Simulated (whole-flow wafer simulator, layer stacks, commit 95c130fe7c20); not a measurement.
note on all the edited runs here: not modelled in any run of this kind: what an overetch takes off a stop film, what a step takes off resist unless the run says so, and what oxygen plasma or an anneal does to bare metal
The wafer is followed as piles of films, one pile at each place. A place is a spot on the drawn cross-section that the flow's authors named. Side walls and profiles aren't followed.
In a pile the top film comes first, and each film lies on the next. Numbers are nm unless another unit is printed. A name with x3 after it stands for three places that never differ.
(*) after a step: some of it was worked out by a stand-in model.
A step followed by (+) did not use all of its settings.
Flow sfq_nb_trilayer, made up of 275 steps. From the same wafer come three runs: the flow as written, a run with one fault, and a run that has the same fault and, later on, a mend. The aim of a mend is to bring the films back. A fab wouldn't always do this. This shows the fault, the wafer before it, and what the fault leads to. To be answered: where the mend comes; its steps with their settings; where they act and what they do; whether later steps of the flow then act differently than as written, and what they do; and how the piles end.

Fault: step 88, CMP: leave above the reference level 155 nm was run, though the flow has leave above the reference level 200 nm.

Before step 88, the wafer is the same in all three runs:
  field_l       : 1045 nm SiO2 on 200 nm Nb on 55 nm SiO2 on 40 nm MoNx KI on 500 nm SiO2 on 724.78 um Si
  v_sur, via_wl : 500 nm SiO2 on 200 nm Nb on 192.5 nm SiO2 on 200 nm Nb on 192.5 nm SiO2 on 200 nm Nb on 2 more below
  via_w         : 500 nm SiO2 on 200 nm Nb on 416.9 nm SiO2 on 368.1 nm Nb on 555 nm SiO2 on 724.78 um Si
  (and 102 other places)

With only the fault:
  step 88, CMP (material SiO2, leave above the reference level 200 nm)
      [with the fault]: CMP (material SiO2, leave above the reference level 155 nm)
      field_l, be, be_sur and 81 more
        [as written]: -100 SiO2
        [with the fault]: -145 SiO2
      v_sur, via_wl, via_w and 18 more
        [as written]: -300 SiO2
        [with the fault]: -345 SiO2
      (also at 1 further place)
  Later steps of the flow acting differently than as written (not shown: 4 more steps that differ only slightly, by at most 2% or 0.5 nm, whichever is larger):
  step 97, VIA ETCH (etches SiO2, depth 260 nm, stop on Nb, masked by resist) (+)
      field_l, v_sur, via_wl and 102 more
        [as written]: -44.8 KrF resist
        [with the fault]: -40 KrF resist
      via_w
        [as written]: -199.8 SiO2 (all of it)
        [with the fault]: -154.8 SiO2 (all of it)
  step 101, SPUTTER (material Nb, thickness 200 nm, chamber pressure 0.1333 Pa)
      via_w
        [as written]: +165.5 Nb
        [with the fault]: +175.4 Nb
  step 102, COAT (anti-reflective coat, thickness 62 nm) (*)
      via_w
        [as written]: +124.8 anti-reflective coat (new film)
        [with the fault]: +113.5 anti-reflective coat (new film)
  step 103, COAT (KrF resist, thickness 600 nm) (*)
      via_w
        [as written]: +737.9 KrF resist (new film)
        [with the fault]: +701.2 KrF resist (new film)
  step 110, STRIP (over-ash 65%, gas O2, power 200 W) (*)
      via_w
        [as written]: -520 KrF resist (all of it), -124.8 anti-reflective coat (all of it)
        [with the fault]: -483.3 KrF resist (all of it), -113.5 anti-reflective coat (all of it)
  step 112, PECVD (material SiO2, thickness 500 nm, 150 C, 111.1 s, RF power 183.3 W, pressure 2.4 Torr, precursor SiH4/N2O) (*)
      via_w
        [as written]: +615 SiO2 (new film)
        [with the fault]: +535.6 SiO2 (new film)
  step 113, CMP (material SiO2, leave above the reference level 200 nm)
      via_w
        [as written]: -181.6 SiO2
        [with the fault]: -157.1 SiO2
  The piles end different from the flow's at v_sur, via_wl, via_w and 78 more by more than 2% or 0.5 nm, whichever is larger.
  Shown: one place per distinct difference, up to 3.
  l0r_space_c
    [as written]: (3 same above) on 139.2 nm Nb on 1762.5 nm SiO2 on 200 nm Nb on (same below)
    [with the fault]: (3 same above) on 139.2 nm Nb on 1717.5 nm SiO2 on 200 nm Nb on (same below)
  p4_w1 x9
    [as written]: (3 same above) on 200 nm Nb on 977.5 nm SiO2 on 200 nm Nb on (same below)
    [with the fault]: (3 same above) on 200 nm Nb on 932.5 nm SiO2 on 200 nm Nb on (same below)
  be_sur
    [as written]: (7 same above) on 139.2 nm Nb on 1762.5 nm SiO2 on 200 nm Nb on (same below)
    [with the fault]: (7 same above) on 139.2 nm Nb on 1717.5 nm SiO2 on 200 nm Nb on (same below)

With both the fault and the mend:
  The mend stands after step 95.
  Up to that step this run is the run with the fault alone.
  step 95a, STRIP (over-ash 65%, gas O2, power 200 W) (*)
      field_l, v_sur, via_wl and 102 more
        -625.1 KrF resist (all of it), -62 anti-reflective coat (all of it)
      via_w
        -62 anti-reflective coat (all of it)
  step 95b, PECVD (material SiO2, thickness 45 nm, 150 C, 10 s, RF power 183.3 W, pressure 2.4 Torr, precursor SiH4/N2O) (the flow's step 87 again, with other settings)
      field_l, v_sur, via_wl and 103 more
        +45 SiO2
  step 95c, COAT (anti-reflective coat, thickness 62 nm) (the flow's step 90 again)
      field_l, v_sur, via_wl and 103 more
        +62 anti-reflective coat (new film)
  step 95d, COAT (KrF resist, thickness 650 nm) (the flow's step 91 again)
      field_l, v_sur, via_wl and 103 more
        +650 KrF resist (new film)
  step 95e, SOFTBAKE (KrF resist) (the flow's step 92 again)
      leaves every film unchanged at each place that is followed
  step 95f, EXPOSE (photomask I2, dose 11.91 mJ/cm2, NA 0.6, wavelength 248 nm) (*) (the flow's step 93 again)
      leaves every film unchanged at each place that is followed
  step 95g, PEB (KrF resist, 90 s) (the flow's step 94 again)
      field_l, v_sur, via_wl and 103 more
        -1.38 KrF resist
  step 95h, DEVELOP (KrF resist, thickness 650 nm, 60 s) (the flow's step 95 again)
      field_l, v_sur, via_wl and 102 more
        -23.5 KrF resist
      via_w
        -648.6 KrF resist (all of it)
  None of the later steps of the flow differs from how it acts as written, at any place that is followed, by more than 2% or 0.5 nm, whichever is larger.
  At every place that both follow, the piles at the end match the flow's.
